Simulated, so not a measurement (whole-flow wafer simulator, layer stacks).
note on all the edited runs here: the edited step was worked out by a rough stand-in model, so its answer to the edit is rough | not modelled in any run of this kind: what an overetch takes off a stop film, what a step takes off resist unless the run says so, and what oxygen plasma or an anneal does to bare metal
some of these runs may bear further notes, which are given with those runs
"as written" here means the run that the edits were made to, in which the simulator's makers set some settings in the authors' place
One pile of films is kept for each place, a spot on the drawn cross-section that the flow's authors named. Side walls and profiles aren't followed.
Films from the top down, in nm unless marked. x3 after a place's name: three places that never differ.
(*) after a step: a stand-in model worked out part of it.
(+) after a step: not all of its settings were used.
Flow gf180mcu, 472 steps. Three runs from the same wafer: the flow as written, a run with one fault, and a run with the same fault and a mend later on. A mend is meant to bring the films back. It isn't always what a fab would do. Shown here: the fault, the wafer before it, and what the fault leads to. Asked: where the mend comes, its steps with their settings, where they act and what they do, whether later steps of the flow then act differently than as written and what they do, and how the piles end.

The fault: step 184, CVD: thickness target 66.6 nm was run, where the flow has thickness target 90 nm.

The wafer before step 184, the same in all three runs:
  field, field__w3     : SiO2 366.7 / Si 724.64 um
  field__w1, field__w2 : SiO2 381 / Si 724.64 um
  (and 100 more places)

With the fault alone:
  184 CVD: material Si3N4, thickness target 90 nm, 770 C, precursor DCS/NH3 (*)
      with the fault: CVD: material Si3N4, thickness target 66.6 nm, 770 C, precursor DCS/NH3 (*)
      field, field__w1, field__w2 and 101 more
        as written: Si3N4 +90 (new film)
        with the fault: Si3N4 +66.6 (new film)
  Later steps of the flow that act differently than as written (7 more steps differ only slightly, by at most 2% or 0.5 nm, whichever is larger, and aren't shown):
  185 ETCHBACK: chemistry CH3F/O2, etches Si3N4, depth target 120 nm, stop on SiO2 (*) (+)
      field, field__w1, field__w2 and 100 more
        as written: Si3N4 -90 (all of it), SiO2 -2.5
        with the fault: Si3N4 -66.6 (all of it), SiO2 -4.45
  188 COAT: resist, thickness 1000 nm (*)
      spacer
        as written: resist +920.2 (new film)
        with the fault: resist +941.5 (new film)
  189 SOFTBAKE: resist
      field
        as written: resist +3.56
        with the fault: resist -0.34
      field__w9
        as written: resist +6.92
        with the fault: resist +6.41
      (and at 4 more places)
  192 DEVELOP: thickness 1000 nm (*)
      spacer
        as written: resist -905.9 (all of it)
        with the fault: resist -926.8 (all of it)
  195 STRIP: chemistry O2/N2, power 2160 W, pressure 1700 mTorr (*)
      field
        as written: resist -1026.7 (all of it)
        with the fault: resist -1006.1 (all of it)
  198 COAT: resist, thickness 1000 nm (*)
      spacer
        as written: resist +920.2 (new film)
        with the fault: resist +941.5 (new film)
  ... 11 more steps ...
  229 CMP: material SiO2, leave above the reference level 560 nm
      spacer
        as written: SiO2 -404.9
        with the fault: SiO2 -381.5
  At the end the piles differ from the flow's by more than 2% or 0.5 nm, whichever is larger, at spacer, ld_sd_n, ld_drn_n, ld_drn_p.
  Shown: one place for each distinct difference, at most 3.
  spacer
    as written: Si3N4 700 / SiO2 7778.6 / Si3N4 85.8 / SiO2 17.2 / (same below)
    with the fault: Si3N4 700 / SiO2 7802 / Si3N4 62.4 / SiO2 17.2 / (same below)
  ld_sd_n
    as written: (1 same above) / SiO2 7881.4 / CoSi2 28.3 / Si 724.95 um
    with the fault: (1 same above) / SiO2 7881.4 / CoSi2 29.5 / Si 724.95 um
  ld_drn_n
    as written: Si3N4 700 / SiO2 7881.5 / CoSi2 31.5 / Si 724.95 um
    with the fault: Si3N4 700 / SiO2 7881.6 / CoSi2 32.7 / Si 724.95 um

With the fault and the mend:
  The mend comes after step 184.
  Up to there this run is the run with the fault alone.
  184a CVD: material Si3N4, thickness target 23.4 nm, 770 C, precursor DCS/NH3 (*) (the flow's step 184 once more, with other settings)
      field, field__w1, field__w2 and 101 more
        Si3N4 +23.4
  No later step of the flow acts differently than as written, at any place that is followed, by more than 2% or 0.5 nm, whichever is larger.
  At the end the piles are the same as the flow's at every place that both follow.
